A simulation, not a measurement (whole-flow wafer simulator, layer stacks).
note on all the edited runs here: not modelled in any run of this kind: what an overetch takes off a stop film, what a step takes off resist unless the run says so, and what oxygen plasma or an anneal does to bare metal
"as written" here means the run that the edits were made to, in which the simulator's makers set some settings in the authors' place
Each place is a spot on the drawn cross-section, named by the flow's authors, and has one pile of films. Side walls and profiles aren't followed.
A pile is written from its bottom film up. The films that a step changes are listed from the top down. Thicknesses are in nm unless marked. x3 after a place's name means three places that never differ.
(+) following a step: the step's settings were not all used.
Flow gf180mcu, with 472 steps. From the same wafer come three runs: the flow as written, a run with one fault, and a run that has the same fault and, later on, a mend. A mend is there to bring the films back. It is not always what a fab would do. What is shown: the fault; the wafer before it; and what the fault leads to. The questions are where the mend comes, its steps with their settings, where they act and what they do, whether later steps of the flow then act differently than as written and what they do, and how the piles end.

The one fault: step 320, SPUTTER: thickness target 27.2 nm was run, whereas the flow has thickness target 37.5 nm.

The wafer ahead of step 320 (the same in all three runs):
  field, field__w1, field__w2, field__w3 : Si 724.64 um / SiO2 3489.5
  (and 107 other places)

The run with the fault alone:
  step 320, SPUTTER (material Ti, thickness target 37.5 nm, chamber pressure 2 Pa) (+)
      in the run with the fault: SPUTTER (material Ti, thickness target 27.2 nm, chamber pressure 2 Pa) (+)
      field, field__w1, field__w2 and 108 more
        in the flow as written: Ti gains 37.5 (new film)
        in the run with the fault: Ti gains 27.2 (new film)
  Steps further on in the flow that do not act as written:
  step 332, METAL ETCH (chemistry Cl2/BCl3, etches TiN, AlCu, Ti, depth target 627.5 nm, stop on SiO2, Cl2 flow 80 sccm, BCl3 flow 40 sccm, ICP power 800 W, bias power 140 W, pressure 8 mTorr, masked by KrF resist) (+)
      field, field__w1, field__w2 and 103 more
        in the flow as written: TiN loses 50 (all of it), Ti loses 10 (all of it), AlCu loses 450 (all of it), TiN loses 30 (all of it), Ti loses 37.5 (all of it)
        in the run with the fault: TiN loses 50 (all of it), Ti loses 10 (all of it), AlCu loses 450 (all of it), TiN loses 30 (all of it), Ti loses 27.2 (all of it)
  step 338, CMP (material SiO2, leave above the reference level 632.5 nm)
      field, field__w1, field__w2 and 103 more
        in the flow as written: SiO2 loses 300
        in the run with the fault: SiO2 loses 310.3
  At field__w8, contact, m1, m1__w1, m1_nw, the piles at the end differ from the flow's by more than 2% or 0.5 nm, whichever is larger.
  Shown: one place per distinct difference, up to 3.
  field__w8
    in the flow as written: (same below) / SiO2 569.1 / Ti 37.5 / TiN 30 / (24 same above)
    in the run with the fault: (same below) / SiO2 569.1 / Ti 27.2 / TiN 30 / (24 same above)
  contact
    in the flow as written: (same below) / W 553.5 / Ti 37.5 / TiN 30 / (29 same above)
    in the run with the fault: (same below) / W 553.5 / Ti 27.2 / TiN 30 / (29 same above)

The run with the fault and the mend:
  The mend follows step 320.
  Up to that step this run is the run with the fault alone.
  step 320a, SPUTTER (material Ti, thickness target 10.3 nm, chamber pressure 2 Pa) (+) (a further turn of the flow's step 320, with different settings)
      field, field__w1, field__w2 and 108 more
        Ti gains 10.3
  Every later step of the flow that is run acts as written at every place that is followed.
  The piles end the same as the flow's at every place that both follow.
